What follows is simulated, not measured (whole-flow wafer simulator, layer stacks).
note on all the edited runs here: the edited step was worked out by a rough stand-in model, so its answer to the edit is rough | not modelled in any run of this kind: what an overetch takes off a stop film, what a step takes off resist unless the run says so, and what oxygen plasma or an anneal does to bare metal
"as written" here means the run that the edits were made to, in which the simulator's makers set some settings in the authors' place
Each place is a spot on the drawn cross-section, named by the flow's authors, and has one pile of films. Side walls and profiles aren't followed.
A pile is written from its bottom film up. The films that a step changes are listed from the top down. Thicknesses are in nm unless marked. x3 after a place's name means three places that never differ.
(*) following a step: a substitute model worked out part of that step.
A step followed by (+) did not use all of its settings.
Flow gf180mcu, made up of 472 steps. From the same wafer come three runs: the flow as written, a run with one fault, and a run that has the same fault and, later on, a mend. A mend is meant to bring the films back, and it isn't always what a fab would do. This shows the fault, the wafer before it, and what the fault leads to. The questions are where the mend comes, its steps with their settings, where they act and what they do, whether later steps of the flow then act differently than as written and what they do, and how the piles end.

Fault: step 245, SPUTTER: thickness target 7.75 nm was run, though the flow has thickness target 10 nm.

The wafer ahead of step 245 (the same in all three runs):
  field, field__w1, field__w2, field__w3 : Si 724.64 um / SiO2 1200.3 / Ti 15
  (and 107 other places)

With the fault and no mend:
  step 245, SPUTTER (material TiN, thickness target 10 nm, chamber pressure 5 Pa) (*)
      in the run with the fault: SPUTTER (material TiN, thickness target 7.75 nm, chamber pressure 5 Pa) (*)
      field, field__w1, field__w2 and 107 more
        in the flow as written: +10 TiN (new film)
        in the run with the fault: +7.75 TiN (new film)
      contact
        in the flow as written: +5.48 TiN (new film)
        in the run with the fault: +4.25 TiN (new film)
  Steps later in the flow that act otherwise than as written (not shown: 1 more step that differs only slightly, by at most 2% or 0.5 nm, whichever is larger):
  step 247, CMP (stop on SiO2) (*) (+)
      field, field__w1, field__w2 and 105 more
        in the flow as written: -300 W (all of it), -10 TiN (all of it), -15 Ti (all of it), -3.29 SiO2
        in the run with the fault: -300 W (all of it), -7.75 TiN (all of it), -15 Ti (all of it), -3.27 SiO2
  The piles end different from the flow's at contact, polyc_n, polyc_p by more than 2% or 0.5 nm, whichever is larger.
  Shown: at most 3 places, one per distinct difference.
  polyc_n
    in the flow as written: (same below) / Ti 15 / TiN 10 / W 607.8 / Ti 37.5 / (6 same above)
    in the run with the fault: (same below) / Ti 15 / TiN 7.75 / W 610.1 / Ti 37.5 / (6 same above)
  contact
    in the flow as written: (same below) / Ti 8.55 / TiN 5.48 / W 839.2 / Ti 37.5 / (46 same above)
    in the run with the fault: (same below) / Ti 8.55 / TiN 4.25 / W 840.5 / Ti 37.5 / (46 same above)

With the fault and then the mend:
  The mend stands after step 245.
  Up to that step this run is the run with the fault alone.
  step 245a, SPUTTER (material TiN, thickness target 2.25 nm, chamber pressure 5 Pa) (*) (a further turn of the flow's step 245, with different settings)
      field, field__w1, field__w2 and 107 more
        +2.25 TiN
      contact
        +1.23 TiN
  Every later step of the flow that is run acts as written at every place that is followed.
  The piles end the same as the flow's at every place that both follow.
